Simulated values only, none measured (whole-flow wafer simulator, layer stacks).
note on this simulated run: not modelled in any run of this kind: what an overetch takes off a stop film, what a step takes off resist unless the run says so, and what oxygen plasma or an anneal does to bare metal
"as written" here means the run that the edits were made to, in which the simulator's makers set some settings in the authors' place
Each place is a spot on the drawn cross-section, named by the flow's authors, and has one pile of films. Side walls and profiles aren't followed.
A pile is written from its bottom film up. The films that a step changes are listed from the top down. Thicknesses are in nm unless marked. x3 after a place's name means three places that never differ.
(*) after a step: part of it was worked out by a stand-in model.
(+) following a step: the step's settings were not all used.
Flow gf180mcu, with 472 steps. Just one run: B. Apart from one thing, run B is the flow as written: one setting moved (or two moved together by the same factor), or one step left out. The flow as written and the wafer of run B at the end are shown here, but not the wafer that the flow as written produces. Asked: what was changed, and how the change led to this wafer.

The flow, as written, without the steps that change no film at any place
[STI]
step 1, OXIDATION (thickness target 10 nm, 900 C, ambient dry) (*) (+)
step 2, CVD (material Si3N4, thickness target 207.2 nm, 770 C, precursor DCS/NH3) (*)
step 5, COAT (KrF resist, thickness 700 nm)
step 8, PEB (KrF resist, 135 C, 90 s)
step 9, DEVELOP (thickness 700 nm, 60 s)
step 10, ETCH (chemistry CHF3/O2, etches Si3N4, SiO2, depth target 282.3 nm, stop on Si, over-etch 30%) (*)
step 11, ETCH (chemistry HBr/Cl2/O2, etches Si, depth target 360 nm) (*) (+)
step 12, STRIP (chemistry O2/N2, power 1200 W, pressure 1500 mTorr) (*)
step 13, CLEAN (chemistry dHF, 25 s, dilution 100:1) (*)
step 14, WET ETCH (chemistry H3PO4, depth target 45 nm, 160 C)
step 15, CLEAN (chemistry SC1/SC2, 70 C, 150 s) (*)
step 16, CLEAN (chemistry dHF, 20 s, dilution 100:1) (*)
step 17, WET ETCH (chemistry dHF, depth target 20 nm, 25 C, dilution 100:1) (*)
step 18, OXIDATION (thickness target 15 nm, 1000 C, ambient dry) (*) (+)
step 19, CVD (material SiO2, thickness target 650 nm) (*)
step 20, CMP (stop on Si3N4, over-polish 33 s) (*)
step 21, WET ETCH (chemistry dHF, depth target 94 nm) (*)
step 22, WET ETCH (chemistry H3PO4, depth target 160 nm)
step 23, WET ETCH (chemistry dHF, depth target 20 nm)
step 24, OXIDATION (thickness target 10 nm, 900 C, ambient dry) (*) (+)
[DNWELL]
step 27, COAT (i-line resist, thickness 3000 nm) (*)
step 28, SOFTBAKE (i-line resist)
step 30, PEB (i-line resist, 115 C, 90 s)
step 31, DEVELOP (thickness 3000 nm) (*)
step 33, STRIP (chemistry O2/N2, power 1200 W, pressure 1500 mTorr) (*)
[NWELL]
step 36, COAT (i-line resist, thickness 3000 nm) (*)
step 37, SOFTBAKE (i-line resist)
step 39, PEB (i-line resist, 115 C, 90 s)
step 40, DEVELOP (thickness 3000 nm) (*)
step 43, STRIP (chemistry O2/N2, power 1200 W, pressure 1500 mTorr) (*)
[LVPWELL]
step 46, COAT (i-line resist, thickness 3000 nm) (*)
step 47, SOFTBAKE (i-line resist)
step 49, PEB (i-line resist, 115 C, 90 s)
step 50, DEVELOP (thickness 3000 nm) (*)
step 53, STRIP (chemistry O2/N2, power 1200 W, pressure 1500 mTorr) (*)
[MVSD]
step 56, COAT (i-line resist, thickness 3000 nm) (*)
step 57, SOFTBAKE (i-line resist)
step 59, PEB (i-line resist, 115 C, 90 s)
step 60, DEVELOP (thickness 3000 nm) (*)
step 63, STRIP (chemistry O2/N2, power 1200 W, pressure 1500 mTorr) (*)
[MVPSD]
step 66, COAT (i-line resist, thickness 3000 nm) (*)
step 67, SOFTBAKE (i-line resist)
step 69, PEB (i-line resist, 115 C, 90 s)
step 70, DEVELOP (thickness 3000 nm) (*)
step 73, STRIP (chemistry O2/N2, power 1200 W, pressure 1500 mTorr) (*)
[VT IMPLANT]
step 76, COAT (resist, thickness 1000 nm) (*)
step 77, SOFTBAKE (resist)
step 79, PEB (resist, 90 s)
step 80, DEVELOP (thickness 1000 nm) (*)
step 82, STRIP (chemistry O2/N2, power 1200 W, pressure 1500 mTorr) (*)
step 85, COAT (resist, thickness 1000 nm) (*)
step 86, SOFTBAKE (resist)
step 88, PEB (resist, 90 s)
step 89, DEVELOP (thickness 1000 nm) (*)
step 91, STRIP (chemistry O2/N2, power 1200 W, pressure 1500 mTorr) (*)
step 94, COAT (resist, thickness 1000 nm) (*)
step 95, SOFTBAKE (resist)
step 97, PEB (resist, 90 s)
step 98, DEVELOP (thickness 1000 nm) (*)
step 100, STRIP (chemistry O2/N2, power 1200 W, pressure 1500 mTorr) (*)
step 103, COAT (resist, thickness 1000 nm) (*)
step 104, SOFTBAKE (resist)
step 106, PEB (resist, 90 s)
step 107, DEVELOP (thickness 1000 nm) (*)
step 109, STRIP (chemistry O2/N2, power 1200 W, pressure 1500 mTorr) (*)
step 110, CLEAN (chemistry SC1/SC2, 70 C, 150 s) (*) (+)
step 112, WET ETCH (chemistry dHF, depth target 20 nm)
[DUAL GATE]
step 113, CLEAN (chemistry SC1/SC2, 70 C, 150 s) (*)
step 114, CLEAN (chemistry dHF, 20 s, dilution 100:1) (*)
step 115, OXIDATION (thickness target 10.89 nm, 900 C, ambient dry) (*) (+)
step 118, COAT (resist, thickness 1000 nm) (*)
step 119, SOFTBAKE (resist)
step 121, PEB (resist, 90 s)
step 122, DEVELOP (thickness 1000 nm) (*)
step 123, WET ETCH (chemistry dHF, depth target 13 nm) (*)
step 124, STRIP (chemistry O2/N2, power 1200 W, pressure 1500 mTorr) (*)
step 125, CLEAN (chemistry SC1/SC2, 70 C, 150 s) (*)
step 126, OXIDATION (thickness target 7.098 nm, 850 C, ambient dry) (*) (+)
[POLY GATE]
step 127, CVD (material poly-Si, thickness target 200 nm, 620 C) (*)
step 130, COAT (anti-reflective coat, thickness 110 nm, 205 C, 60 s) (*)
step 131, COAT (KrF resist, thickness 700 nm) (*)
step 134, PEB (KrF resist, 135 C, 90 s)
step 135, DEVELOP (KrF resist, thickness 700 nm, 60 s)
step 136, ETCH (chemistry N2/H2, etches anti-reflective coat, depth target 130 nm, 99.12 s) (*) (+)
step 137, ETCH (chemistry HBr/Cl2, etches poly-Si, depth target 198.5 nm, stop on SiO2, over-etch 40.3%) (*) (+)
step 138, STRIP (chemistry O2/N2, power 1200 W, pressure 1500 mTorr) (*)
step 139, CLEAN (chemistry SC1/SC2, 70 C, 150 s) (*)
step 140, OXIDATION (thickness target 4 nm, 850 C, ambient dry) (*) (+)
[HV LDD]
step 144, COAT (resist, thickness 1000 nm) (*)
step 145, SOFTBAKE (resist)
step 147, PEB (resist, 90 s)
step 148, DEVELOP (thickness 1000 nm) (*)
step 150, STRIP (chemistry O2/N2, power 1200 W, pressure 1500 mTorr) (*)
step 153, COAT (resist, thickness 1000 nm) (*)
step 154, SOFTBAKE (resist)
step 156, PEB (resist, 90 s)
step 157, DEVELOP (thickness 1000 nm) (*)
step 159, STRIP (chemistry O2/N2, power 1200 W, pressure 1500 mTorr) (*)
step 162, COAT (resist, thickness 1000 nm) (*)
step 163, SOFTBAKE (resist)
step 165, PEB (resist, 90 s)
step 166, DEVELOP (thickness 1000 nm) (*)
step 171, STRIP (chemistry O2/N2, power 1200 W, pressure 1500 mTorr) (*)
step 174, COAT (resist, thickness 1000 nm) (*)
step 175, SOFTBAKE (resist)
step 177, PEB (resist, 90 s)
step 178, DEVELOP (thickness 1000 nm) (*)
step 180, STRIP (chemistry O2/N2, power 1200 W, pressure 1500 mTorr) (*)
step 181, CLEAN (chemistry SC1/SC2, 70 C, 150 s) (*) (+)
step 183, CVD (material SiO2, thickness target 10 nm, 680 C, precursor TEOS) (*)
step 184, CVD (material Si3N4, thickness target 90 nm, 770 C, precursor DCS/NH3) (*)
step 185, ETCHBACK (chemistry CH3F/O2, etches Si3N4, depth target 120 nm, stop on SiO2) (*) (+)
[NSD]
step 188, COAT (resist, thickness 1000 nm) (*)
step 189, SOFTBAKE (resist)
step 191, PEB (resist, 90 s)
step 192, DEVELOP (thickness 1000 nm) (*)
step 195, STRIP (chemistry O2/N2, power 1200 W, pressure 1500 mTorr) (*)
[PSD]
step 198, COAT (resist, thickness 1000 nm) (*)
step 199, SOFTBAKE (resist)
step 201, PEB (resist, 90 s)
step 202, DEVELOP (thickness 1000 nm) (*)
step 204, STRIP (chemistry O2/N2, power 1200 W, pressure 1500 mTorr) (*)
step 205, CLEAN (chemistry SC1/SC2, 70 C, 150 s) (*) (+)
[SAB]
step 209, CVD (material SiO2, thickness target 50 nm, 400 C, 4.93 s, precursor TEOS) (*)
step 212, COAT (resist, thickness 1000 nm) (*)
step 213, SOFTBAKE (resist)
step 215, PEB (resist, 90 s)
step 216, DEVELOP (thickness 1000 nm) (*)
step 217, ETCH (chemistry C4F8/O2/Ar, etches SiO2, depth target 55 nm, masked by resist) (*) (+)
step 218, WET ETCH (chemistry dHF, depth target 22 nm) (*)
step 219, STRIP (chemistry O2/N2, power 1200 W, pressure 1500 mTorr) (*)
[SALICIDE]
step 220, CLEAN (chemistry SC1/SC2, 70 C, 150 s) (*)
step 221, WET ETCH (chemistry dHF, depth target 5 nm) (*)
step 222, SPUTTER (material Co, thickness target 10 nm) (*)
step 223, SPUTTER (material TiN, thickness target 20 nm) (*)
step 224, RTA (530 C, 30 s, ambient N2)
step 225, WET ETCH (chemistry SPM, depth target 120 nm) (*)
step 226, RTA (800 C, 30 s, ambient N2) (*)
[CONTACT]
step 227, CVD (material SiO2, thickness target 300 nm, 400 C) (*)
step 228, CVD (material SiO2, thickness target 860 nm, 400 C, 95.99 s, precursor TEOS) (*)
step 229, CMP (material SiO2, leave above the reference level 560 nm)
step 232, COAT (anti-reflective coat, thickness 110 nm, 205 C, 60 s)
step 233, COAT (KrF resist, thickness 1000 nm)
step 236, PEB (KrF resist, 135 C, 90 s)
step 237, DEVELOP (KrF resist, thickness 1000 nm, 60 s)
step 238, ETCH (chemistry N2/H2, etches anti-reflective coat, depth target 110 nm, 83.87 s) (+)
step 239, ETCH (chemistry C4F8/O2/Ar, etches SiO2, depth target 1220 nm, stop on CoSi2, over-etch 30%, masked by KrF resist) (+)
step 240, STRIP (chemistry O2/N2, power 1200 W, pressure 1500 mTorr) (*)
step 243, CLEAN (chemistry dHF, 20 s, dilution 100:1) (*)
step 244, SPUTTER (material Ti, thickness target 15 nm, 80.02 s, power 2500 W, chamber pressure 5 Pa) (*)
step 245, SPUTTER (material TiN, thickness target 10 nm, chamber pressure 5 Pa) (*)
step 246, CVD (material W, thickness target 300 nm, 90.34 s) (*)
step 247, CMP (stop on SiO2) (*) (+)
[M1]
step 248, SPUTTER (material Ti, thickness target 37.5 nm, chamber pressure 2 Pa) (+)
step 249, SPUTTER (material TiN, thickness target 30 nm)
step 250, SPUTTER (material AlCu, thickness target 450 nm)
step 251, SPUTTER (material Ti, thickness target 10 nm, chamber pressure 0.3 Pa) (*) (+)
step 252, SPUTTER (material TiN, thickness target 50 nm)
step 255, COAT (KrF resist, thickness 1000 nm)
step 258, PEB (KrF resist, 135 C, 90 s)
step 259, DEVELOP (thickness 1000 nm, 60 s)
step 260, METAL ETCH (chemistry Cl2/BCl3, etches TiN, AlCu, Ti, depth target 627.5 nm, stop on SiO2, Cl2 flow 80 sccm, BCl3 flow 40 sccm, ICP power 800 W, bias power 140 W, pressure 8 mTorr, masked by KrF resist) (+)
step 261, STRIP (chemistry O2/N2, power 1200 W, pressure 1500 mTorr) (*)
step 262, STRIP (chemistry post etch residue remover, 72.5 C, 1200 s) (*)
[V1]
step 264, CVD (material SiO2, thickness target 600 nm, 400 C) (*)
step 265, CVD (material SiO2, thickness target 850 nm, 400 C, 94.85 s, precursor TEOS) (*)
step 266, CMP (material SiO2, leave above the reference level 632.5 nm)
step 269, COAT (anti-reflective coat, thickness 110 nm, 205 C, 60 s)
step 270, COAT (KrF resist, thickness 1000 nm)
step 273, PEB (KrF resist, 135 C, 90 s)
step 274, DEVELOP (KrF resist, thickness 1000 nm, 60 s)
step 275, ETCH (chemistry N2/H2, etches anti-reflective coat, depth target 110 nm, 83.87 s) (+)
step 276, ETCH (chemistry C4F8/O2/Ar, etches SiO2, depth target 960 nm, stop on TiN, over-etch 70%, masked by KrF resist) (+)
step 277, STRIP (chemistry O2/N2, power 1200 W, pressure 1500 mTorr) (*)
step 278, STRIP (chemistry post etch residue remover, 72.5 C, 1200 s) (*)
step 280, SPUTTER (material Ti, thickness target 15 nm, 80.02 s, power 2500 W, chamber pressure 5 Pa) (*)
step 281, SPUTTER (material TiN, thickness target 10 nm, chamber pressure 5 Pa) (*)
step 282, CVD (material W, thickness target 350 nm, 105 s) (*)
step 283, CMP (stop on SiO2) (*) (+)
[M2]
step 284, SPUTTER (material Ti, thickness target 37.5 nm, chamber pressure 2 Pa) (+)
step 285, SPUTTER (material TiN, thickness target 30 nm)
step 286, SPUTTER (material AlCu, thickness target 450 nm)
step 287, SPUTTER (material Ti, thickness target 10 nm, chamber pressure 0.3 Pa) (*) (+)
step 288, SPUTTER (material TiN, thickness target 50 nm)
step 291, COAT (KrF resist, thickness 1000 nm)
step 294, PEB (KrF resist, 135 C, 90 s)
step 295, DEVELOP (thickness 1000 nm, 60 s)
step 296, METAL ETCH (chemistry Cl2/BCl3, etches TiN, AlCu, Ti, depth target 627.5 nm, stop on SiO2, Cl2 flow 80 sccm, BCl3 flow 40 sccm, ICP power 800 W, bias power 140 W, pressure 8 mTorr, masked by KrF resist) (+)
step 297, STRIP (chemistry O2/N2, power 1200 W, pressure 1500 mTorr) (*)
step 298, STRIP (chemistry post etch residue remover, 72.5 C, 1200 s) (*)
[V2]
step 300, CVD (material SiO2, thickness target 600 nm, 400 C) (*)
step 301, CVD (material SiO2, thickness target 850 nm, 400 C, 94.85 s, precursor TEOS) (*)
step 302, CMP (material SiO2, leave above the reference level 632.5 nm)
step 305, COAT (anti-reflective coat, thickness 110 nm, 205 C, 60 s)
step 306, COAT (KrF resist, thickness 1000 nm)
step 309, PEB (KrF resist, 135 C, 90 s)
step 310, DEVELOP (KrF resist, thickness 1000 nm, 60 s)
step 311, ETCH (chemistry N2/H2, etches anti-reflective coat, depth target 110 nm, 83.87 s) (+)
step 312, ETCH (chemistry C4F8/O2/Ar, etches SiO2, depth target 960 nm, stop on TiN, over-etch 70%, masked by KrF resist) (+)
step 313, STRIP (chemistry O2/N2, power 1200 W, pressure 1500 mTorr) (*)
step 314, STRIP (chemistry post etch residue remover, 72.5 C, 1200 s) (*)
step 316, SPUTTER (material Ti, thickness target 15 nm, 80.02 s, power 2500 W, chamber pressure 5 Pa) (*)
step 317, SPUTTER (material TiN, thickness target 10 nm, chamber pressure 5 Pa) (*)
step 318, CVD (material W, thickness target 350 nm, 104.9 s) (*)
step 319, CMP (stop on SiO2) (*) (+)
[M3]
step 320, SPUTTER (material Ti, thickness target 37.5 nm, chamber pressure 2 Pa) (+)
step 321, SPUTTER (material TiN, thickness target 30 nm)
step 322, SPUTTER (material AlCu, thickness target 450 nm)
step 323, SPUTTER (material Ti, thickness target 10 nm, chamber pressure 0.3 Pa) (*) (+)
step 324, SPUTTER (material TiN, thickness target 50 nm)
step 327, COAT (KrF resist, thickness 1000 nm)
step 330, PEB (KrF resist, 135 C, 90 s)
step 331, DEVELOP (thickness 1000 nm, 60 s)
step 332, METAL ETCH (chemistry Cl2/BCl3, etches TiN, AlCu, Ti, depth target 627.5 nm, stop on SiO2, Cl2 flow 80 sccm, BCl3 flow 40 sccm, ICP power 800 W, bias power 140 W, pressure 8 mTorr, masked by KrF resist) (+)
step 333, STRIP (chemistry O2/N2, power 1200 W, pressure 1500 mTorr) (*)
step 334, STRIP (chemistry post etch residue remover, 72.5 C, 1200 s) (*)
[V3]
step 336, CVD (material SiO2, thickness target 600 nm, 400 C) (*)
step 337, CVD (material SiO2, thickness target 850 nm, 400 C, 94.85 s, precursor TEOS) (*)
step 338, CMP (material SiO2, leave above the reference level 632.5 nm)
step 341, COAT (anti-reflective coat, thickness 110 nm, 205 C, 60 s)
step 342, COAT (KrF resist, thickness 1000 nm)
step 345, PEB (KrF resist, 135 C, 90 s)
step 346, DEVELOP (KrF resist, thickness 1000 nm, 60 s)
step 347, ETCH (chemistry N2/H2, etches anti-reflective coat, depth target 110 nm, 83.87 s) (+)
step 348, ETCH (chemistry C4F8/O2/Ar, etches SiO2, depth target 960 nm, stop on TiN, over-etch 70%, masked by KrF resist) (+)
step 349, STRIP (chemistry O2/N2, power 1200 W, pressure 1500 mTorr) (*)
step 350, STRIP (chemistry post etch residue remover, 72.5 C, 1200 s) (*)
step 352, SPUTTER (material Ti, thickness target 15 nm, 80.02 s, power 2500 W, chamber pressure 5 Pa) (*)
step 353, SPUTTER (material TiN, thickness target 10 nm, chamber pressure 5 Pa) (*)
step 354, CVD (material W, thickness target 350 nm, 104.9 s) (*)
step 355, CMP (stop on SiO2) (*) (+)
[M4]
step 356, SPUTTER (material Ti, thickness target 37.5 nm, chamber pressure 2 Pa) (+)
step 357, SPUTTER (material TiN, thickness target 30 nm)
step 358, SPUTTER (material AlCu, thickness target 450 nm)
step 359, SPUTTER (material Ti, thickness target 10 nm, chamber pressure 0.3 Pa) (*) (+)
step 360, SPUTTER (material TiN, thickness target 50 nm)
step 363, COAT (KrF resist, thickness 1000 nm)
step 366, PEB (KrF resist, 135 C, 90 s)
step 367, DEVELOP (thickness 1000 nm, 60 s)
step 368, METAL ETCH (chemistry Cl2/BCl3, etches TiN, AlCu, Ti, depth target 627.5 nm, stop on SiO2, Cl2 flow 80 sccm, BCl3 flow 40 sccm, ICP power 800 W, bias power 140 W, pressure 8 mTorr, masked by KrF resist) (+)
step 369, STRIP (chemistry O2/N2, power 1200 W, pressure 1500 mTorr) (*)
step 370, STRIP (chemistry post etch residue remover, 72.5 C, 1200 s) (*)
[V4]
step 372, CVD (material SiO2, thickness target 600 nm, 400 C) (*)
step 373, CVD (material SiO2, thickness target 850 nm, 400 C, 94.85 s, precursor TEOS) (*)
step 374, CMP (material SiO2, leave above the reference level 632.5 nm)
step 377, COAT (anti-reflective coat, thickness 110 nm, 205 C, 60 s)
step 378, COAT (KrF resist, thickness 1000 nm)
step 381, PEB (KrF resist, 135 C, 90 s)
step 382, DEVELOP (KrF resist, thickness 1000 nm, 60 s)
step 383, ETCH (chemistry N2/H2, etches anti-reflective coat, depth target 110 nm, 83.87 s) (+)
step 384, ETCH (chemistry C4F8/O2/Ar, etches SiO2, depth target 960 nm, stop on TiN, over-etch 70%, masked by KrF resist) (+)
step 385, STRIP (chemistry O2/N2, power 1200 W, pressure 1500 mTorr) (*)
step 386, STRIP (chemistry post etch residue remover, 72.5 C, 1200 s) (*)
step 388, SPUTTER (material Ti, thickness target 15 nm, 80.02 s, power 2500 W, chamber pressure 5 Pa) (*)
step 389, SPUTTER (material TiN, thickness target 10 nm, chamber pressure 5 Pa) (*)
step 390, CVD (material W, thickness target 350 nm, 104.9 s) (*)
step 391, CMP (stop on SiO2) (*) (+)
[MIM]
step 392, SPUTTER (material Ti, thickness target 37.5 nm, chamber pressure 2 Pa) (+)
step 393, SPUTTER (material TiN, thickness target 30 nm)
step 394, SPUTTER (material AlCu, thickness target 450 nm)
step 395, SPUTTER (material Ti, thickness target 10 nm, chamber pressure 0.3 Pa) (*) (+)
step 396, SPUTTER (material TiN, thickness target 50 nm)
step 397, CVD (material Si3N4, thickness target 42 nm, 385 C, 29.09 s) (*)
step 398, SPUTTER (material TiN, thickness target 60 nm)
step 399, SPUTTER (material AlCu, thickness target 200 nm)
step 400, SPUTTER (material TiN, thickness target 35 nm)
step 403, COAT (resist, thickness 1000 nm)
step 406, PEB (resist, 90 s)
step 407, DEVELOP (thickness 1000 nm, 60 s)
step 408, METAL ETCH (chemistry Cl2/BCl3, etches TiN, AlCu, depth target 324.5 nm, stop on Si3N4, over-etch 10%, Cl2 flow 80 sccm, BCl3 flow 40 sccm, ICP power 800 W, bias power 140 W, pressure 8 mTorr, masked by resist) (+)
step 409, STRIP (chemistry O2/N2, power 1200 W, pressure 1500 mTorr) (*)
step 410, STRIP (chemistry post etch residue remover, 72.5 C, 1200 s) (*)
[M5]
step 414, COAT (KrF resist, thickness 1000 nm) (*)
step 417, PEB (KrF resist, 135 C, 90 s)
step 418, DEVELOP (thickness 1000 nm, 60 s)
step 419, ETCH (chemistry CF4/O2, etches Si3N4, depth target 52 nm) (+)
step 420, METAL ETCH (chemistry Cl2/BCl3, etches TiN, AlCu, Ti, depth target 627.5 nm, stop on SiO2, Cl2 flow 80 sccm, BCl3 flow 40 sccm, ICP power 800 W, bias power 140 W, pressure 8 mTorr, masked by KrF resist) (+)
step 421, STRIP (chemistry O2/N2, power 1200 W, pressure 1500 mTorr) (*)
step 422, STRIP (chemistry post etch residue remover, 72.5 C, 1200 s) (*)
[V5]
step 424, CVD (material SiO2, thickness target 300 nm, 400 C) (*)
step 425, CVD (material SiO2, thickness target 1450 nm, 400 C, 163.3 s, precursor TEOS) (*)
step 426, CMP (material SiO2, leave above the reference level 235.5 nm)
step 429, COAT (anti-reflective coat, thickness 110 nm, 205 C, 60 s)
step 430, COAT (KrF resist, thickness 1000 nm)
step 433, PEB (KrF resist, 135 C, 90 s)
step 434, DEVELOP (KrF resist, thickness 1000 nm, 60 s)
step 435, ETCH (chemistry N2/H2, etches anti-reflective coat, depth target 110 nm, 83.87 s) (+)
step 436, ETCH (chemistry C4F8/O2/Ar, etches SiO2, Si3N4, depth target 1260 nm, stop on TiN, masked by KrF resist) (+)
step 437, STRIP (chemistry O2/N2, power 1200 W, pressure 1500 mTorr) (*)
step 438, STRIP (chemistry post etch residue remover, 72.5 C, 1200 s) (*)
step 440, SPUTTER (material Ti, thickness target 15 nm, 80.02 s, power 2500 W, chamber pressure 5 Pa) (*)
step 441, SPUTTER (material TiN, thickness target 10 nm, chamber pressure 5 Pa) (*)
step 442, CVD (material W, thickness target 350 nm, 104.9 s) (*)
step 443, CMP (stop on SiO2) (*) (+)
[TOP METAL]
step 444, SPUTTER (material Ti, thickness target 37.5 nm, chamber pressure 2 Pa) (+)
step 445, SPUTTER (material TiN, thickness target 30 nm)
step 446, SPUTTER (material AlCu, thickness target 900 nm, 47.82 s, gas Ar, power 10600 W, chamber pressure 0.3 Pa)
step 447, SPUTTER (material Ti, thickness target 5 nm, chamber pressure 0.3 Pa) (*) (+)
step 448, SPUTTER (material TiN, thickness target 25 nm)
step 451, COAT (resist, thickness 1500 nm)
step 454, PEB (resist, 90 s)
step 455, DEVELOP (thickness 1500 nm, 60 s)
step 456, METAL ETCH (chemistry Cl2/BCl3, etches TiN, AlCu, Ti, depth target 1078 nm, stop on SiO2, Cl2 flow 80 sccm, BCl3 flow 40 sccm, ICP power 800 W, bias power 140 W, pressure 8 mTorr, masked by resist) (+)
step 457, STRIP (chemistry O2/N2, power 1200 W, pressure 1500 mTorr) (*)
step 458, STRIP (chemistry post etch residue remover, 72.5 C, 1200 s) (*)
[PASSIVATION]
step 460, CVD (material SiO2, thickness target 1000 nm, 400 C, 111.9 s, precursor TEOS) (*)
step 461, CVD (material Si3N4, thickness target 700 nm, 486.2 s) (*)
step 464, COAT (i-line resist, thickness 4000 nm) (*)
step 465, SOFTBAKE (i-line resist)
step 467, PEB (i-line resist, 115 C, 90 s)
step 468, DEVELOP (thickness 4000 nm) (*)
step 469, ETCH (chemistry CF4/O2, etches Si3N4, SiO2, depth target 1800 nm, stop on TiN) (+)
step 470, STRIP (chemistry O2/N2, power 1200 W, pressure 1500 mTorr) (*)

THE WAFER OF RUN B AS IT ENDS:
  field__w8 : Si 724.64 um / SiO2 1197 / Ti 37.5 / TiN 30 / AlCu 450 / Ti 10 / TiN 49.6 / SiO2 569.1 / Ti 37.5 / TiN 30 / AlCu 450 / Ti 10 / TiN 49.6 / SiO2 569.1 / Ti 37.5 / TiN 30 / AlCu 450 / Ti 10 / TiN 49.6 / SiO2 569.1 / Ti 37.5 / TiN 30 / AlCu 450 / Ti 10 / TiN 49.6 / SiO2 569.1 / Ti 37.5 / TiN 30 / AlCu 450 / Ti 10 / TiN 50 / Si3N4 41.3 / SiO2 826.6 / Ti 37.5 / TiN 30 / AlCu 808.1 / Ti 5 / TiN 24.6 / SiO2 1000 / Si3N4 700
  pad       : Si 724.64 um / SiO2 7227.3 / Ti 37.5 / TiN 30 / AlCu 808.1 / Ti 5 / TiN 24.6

What caused this: step 446, SPUTTER: 43.04 s was run, whereas the flow has 47.82 s.

The path from the change to this, step by step:
  step 446, SPUTTER (material AlCu, thickness target 900 nm, 47.82 s, gas Ar, power 10600 W, chamber pressure 0.3 Pa)
      field, field__w1, field__w2 and 109 more: +808.1 AlCu (new film) (it would be, as written: +900 AlCu (new film))
  step 456, METAL ETCH (chemistry Cl2/BCl3, etches TiN, AlCu, Ti, depth target 1078 nm, stop on SiO2, Cl2 flow 80 sccm, BCl3 flow 40 sccm, ICP power 800 W, bias power 140 W, pressure 8 mTorr, masked by resist) (+)
      field, field__w1, field__w2 and 103 more: -25 TiN (all of it), -5 Ti (all of it), -808.1 AlCu (all of it), -30 TiN (all of it), -37.5 Ti (all of it) (it would be, as written: -25 TiN (all of it), -5 Ti (all of it), -900 AlCu (all of it), -30 TiN (all of it), -37.5 Ti (all of it))
  step 464, COAT (i-line resist, thickness 4000 nm) (*)
      field__w8: +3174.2 i-line resist (new film) (it would be, as written: +3093.1 i-line resist (new film))
      contact: +3225.9 i-line resist (new film) (it would be, as written: +3153.6 i-line resist (new film))
      (and at 4 other places as well)
  step 465, SOFTBAKE (i-line resist)
      field__w13, nw_enc_fld_lv__w4: +33 i-line resist (it would be, as written: +37.9 i-line resist)
      active_hv, ld_gate_n: +24.3 i-line resist (it would be, as written: +28.2 i-line resist)
      (and at 65 other places as well)
  step 467, PEB (i-line resist, 115 C, 90 s)
      field__w8, m1__w1: -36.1 i-line resist (it would be, as written: -34.7 i-line resist)
      contact, m1: -36.5 i-line resist (it would be, as written: -35.1 i-line resist)
      (and at 2 other places as well)
  step 468, DEVELOP (thickness 4000 nm) (*)
      pad: -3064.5 i-line resist (all of it) (it would be, as written: -2974.8 i-line resist (all of it))
  step 470, STRIP (chemistry O2/N2, power 1200 W, pressure 1500 mTorr) (*)
      field__w8: -1876.2 i-line resist (all of it) (it would be, as written: -1787.7 i-line resist (all of it))
      contact: -1896.4 i-line resist (all of it) (it would be, as written: -1811.2 i-line resist (all of it))
      (and at 3 other places as well)
